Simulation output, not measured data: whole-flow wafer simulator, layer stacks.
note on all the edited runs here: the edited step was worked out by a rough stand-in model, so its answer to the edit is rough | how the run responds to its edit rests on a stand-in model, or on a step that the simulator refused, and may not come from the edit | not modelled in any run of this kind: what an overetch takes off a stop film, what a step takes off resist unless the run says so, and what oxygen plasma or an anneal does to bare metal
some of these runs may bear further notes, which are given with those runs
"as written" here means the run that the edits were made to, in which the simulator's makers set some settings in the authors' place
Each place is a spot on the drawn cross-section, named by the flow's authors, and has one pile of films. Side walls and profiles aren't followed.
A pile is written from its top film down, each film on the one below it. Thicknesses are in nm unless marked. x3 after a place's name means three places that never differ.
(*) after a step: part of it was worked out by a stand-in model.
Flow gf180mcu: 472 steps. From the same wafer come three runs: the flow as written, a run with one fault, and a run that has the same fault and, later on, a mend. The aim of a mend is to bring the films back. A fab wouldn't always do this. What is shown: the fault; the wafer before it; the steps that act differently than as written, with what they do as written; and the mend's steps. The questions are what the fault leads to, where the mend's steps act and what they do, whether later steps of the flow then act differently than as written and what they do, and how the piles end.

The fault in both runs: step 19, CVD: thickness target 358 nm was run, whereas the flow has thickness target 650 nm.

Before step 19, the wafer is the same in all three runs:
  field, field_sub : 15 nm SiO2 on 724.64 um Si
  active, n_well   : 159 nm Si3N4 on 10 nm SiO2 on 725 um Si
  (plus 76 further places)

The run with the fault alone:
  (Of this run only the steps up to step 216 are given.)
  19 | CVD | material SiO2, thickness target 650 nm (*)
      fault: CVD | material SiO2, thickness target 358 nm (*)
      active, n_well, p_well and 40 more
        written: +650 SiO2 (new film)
        fault: +358 SiO2 (new film)
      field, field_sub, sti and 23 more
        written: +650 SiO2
        fault: +358 SiO2
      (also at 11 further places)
  Steps further on in the flow that do not act as written (5 more steps, not shown, differ only slightly: by at most 2% or 0.5 nm, whichever is larger):
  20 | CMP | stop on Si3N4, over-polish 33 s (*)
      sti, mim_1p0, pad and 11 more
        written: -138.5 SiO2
        fault: nothing
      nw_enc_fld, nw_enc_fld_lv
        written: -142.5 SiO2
        fault: nothing
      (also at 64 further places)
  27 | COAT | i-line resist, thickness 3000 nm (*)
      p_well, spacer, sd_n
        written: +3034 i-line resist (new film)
        fault: +2890.8 i-line resist (new film)
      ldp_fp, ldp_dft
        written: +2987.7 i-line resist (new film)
        fault: +2889 i-line resist (new film)
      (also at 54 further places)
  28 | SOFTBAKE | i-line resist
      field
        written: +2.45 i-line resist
        fault: -7.11 i-line resist
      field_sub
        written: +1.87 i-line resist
        fault: -6.33 i-line resist
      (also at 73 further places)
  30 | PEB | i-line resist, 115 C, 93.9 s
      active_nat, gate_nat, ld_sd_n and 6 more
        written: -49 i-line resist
        fault: -47.7 i-line resist
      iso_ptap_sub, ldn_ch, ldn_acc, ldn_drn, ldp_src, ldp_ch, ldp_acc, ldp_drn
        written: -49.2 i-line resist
        fault: -47.4 i-line resist
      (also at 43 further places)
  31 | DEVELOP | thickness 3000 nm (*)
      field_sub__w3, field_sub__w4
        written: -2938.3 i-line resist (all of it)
        fault: -3002.2 i-line resist (all of it)
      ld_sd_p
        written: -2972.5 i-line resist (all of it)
        fault: -2891 i-line resist (all of it)
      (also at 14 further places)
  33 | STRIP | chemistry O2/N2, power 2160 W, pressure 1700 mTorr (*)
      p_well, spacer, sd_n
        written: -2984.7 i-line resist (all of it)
        fault: -2843.9 i-line resist (all of it)
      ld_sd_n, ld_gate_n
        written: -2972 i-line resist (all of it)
        fault: -2892.4 i-line resist (all of it)
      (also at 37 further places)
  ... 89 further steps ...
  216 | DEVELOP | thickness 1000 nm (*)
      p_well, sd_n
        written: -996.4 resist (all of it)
        fault: -865.9 resist (all of it)
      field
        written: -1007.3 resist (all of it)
        fault: -1030.6 resist (all of it)
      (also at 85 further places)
  Once step 216 is done, the piles at field, field__w1, field__w2 and 52 more depart from the flow's by more than 2% or 0.5 nm, whichever is larger.
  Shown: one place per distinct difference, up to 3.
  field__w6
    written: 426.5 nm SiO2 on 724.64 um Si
    fault: 58.7 nm SiO2 on 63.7 nm poly-Si on 230.4 nm SiO2 on 724.63 um Si
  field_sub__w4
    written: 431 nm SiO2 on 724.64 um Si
    fault: 58.9 nm SiO2 on 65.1 nm poly-Si on 230.4 nm SiO2 on 724.63 um Si
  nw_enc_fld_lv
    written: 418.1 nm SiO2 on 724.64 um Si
    fault: 58.5 nm SiO2 on 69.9 nm poly-Si on 216.1 nm SiO2 on 724.63 um Si

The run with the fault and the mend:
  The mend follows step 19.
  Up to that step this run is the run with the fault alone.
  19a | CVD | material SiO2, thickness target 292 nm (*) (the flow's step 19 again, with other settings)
      field, field_sub, active and 77 more
        +292 SiO2
  Every later step of the flow that is run acts as written, at every place that is followed, to within 2% or 0.5 nm, whichever is larger.
  At the end the piles are close to the flow's at the places that both follow, differing by at most 2% or 0.5 nm, whichever is larger.
